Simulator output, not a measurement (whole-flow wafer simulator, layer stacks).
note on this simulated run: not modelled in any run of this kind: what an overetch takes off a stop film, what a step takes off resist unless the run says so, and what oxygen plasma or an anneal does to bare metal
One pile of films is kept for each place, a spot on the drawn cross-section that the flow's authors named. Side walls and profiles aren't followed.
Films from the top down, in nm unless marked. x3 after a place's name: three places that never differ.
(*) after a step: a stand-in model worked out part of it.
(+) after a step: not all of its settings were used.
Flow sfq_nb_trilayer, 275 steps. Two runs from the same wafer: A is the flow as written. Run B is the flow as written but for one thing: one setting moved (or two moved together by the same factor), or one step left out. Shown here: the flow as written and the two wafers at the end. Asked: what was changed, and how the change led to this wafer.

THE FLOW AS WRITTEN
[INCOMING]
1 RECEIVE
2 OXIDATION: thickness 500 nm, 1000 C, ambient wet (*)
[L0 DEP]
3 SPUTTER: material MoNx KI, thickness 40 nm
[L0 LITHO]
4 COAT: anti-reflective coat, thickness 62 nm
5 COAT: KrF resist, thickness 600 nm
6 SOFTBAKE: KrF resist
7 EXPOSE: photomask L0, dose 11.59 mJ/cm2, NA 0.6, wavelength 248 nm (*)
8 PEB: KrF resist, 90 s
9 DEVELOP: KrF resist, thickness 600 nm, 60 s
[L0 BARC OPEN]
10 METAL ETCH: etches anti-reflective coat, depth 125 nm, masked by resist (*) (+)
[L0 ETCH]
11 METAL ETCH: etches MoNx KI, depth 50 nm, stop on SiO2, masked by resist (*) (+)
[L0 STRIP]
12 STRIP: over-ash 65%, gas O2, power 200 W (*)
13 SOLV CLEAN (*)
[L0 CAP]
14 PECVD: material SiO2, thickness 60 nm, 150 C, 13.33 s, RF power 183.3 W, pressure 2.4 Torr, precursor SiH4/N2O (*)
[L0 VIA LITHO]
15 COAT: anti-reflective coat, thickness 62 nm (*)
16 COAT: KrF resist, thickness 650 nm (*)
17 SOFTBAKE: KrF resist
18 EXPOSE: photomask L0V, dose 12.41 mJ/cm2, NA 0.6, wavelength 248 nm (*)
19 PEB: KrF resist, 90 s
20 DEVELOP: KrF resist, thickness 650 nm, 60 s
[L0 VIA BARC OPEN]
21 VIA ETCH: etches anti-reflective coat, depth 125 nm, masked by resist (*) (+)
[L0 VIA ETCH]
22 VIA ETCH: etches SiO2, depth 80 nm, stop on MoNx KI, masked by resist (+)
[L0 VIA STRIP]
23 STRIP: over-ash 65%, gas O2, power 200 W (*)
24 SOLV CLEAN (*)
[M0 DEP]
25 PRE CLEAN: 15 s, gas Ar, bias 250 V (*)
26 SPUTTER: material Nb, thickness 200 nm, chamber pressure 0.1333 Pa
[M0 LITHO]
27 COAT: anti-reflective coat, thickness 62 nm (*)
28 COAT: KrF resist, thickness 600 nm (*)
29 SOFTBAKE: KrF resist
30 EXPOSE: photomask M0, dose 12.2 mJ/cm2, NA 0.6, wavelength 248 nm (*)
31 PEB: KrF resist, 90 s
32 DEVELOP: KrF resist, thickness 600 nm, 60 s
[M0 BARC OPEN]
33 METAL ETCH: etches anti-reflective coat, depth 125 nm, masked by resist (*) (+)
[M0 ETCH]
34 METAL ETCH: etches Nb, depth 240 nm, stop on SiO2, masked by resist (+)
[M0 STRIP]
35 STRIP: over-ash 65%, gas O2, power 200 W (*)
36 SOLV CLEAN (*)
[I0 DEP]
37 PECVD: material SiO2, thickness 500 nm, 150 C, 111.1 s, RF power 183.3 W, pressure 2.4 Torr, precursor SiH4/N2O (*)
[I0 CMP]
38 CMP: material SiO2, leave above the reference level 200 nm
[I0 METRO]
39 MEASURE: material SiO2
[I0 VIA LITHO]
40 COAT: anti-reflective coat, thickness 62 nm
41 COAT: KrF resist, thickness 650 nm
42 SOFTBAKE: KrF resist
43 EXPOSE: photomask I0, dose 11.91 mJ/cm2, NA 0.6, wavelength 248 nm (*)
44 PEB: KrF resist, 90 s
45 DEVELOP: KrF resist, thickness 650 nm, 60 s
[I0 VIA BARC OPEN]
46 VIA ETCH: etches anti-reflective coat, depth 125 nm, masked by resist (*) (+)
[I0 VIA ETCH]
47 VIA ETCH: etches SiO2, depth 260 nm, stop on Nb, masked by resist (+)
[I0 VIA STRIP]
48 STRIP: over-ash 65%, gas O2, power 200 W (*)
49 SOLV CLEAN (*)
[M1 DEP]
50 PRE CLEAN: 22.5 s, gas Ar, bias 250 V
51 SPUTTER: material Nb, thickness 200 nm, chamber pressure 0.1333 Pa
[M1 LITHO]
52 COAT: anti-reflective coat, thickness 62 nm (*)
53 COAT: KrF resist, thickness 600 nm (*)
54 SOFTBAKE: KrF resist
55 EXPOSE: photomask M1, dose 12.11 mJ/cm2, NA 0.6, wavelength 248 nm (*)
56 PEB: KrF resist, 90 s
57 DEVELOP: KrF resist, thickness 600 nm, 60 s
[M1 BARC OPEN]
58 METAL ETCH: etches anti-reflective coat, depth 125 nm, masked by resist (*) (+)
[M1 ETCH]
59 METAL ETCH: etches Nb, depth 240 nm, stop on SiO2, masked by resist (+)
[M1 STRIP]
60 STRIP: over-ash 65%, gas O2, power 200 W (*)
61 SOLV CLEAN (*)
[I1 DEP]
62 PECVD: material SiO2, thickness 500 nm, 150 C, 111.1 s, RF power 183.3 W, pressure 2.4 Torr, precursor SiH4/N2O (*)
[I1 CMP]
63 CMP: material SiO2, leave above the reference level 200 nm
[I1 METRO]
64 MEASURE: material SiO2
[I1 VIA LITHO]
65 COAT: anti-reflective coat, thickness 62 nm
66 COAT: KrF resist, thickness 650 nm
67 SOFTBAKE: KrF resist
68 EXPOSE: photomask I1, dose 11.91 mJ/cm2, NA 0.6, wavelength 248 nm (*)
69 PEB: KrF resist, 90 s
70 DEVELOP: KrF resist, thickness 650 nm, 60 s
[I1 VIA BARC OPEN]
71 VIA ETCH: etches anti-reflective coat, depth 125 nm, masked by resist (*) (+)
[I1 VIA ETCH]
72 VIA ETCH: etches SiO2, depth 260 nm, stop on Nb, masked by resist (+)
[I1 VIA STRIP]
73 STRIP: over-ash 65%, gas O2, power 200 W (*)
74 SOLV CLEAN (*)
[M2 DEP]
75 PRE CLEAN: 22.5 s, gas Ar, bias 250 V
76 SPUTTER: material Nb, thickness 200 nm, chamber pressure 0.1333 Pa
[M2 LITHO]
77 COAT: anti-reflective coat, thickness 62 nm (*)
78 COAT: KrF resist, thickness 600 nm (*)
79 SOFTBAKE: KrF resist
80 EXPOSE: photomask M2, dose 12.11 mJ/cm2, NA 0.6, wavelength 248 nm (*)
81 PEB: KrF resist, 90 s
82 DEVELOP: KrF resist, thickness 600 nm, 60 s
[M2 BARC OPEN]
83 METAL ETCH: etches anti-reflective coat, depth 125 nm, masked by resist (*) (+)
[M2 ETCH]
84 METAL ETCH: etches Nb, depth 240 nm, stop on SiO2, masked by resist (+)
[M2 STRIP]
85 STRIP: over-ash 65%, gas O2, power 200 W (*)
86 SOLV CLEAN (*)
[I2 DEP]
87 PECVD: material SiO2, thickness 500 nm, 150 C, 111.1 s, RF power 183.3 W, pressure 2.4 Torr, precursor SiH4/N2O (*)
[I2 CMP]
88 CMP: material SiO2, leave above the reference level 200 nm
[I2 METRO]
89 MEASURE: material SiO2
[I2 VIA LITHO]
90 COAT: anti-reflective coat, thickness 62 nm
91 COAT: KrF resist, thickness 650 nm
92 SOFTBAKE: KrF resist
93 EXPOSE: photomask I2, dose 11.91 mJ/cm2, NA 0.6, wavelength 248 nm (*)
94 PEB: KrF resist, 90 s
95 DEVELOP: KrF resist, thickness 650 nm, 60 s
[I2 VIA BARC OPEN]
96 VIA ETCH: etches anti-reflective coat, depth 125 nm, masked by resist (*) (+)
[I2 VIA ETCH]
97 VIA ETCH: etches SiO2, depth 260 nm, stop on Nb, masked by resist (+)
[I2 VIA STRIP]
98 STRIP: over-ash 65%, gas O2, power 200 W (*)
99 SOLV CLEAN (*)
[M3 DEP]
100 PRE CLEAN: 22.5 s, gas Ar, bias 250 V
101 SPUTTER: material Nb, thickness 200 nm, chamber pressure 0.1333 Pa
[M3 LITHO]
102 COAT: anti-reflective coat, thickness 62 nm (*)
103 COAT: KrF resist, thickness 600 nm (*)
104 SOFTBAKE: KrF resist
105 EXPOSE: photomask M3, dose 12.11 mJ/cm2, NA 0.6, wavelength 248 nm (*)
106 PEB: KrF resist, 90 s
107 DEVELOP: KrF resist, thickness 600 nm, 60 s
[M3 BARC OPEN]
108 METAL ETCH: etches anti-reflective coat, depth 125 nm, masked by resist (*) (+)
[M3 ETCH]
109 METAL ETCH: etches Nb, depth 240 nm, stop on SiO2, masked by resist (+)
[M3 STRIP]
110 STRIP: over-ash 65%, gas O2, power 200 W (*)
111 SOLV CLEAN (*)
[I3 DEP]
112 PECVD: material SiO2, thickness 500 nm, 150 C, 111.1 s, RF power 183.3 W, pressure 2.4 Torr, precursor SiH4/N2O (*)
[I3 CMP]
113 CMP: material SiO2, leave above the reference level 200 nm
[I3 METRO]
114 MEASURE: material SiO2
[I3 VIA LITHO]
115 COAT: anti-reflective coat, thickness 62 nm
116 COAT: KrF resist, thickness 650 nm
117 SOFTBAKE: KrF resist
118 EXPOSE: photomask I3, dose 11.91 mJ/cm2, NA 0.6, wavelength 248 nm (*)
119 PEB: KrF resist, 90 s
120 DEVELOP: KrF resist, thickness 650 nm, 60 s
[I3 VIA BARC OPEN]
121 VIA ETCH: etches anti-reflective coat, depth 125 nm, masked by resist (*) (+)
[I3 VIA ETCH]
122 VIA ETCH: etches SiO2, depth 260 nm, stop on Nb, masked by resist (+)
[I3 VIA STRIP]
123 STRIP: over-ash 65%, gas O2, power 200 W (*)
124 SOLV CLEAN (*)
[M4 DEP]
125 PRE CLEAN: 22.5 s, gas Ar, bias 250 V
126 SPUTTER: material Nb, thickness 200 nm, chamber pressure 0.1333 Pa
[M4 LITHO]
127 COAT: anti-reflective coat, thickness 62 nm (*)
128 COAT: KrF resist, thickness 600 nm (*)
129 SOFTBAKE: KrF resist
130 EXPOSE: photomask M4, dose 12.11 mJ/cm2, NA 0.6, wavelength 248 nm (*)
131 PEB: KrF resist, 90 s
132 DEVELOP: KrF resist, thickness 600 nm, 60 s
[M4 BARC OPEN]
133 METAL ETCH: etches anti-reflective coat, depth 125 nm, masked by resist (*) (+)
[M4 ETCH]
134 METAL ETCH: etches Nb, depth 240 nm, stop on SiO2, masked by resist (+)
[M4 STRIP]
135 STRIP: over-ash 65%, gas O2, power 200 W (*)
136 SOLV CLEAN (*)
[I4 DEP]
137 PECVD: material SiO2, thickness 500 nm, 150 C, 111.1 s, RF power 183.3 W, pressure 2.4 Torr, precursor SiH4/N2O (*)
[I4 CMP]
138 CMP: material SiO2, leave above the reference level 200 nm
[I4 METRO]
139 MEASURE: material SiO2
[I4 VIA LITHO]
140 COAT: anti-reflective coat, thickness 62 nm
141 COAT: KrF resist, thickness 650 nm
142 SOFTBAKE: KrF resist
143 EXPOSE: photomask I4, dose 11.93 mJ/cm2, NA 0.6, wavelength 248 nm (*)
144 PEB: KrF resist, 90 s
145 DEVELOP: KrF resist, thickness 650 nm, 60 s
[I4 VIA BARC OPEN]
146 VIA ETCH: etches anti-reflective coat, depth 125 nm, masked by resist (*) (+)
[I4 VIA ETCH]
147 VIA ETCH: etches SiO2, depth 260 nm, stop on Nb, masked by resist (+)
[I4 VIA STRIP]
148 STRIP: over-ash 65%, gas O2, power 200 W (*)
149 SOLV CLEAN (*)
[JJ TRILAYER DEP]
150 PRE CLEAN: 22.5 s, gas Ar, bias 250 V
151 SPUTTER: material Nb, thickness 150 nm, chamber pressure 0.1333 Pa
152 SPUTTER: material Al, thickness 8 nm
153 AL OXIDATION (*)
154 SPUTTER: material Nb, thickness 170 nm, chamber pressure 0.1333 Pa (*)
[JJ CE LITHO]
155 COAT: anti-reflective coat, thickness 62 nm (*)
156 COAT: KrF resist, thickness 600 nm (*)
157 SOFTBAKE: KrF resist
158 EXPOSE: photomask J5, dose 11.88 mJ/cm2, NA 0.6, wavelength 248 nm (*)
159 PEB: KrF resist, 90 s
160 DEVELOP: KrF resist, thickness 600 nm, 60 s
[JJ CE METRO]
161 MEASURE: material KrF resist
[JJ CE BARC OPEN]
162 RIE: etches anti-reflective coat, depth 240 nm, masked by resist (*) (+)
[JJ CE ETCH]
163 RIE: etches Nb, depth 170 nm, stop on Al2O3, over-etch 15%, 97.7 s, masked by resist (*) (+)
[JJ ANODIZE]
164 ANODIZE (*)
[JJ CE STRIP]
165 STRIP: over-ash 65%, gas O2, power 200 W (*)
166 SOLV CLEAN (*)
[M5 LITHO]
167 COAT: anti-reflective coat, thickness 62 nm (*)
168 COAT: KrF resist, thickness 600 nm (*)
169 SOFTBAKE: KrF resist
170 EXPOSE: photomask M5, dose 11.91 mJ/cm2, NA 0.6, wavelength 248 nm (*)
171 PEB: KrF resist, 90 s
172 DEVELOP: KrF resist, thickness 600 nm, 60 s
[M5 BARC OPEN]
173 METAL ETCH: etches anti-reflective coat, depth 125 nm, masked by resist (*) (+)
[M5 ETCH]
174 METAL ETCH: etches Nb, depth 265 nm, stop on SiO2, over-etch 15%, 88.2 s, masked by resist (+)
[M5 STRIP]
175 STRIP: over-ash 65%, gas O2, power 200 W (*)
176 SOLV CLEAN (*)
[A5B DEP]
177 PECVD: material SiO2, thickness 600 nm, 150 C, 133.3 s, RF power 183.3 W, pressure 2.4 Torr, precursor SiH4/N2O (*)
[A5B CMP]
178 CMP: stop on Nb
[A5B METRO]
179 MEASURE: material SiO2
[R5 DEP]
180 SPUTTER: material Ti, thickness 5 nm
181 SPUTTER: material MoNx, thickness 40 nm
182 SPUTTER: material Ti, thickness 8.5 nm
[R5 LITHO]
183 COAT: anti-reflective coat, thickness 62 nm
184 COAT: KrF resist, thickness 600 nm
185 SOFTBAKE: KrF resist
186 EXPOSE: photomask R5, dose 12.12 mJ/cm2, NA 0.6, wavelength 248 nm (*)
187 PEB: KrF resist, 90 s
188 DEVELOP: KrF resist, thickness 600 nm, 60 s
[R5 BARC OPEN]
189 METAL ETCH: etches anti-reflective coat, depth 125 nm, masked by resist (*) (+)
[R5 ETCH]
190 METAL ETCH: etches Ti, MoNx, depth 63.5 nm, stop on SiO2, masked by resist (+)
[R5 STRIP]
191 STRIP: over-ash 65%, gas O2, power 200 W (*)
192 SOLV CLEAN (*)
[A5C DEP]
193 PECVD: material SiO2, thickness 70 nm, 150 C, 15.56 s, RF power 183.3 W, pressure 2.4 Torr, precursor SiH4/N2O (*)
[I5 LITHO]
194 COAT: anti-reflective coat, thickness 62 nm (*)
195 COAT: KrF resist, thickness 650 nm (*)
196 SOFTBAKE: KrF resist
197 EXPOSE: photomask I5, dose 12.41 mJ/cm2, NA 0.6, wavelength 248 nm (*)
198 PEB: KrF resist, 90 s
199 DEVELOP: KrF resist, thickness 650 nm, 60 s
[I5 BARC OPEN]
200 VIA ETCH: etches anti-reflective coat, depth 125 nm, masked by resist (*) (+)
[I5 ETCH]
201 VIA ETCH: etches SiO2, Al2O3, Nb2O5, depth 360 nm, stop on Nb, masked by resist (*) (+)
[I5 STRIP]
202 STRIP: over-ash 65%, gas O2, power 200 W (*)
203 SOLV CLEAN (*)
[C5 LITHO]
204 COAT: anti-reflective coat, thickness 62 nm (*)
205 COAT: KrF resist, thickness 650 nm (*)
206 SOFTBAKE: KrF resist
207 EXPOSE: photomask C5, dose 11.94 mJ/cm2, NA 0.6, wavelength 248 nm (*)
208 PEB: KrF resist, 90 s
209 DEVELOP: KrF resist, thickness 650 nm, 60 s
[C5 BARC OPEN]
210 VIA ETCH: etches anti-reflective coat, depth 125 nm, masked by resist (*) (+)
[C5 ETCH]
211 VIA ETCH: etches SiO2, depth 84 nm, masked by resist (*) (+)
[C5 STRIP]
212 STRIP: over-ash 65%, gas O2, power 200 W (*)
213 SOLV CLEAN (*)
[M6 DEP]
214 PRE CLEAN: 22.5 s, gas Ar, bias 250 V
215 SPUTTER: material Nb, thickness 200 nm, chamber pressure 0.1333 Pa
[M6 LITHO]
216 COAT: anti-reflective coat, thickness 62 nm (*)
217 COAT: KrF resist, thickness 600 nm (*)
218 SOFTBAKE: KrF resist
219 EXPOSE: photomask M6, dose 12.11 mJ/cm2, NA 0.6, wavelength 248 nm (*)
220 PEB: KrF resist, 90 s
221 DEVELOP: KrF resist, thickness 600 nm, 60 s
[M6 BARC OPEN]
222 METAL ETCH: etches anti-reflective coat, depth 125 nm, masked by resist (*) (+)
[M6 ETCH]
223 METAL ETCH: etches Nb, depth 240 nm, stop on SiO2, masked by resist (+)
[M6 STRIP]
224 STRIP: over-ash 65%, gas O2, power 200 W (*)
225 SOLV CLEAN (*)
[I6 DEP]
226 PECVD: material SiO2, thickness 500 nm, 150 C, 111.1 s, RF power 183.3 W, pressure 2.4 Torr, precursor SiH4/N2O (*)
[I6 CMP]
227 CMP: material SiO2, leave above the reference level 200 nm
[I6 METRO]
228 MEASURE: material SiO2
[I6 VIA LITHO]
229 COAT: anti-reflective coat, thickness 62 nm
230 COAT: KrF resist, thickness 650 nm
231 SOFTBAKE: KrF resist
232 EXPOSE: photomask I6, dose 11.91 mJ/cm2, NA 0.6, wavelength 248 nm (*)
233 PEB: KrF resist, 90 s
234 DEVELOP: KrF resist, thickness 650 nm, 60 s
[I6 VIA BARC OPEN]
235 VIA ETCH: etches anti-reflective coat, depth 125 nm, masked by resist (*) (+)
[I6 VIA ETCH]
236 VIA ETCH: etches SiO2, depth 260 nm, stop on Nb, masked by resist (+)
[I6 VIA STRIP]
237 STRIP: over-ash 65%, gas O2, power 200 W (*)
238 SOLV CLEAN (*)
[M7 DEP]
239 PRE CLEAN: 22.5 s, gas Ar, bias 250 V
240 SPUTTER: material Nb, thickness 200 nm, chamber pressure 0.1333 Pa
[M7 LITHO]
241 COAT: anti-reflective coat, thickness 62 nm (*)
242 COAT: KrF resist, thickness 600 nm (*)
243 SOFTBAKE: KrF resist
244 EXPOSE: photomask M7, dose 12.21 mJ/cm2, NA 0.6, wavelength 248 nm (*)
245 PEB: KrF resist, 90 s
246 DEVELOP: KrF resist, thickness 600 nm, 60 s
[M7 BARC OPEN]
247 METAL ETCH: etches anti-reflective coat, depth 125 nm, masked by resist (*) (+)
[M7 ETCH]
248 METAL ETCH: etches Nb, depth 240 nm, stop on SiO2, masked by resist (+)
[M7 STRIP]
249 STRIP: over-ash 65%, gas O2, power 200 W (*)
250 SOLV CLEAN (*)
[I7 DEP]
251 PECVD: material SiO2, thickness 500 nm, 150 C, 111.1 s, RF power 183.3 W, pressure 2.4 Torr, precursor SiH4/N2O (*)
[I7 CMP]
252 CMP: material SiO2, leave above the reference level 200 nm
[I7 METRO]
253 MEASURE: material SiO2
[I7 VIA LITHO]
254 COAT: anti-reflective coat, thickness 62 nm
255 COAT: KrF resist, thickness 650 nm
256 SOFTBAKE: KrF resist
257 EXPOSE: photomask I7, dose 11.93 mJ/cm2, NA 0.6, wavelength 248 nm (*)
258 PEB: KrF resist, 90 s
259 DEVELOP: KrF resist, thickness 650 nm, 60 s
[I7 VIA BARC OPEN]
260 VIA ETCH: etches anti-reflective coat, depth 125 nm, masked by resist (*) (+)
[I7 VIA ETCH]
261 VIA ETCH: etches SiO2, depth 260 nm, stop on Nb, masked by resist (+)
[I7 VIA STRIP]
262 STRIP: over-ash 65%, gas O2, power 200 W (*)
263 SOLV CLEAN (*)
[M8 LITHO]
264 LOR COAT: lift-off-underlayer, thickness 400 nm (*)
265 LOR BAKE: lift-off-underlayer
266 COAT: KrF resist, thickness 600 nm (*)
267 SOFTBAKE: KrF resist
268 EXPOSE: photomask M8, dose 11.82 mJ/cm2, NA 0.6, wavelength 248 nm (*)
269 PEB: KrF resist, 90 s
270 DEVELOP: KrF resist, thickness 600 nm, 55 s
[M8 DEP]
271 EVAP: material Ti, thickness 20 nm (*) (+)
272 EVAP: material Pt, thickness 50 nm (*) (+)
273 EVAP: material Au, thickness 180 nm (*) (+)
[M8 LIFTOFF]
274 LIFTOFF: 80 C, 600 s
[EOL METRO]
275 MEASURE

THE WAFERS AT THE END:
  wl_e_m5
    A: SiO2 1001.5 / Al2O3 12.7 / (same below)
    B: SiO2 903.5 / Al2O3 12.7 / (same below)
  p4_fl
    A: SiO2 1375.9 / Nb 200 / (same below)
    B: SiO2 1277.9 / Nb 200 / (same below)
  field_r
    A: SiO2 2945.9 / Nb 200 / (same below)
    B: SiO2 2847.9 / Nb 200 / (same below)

The cause: step 215, SPUTTER: thickness 102 nm was run, where the flow has thickness 200 nm.

How the change led to this, step by step:
  215 SPUTTER: material Nb, thickness 200 nm, chamber pressure 0.1333 Pa
      field_l, v_sur, via_wl and 100 more: A Nb +200 (new film) | B Nb +102 (new film)
      be: A Nb +147.3 | B Nb +75.6
      (and at 2 more places)
  216 COAT: anti-reflective coat, thickness 62 nm (*)
      be: A anti-reflective coat +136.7 (new film) | B anti-reflective coat +128.6 (new film)
      be_sur: A anti-reflective coat +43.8 (new film) | B anti-reflective coat +42.8 (new film)
      (and at 1 more place)
  223 METAL ETCH: etches Nb, depth 240 nm, stop on SiO2, masked by resist (+)
      field_l, gap, moat and 76 more: A Nb -200 (all of it) | B Nb -102 (all of it)
      v_sur, via_wl, via_w and 24 more: A KrF resist -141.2 | B KrF resist -90
  224 STRIP: over-ash 65%, gas O2, power 200 W (*)
      wl_j_sl, wl_j_sr: A KrF resist -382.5 (all of it), anti-reflective coat -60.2 (all of it) | B KrF resist -433.7 (all of it), anti-reflective coat -60.2 (all of it)
      m6r_line_l, m6r_line_r: A KrF resist -382.4 (all of it), anti-reflective coat -62 (all of it) | B KrF resist -433.6 (all of it), anti-reflective coat -62 (all of it)
      (and at 23 more places)
  226 PECVD: material SiO2, thickness 500 nm, 150 C, 111.1 s, RF power 183.3 W, pressure 2.4 Torr, precursor SiH4/N2O (*)
      gap, wl_a_sl, m6r_space_l, m6r_space_r: A SiO2 +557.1 | B SiO2 +500
      be: A SiO2 +693.5 (new film) | B SiO2 +656 (new film)
  227 CMP: material SiO2, leave above the reference level 200 nm
      field_l, p4_fl, p4_fm and 59 more: A SiO2 -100 | B SiO2 -198
      moat, field_r, lsp_l, ln_m5, lsp_m: A SiO2 -93.6 | B SiO2 -198
      (and at 13 more places)
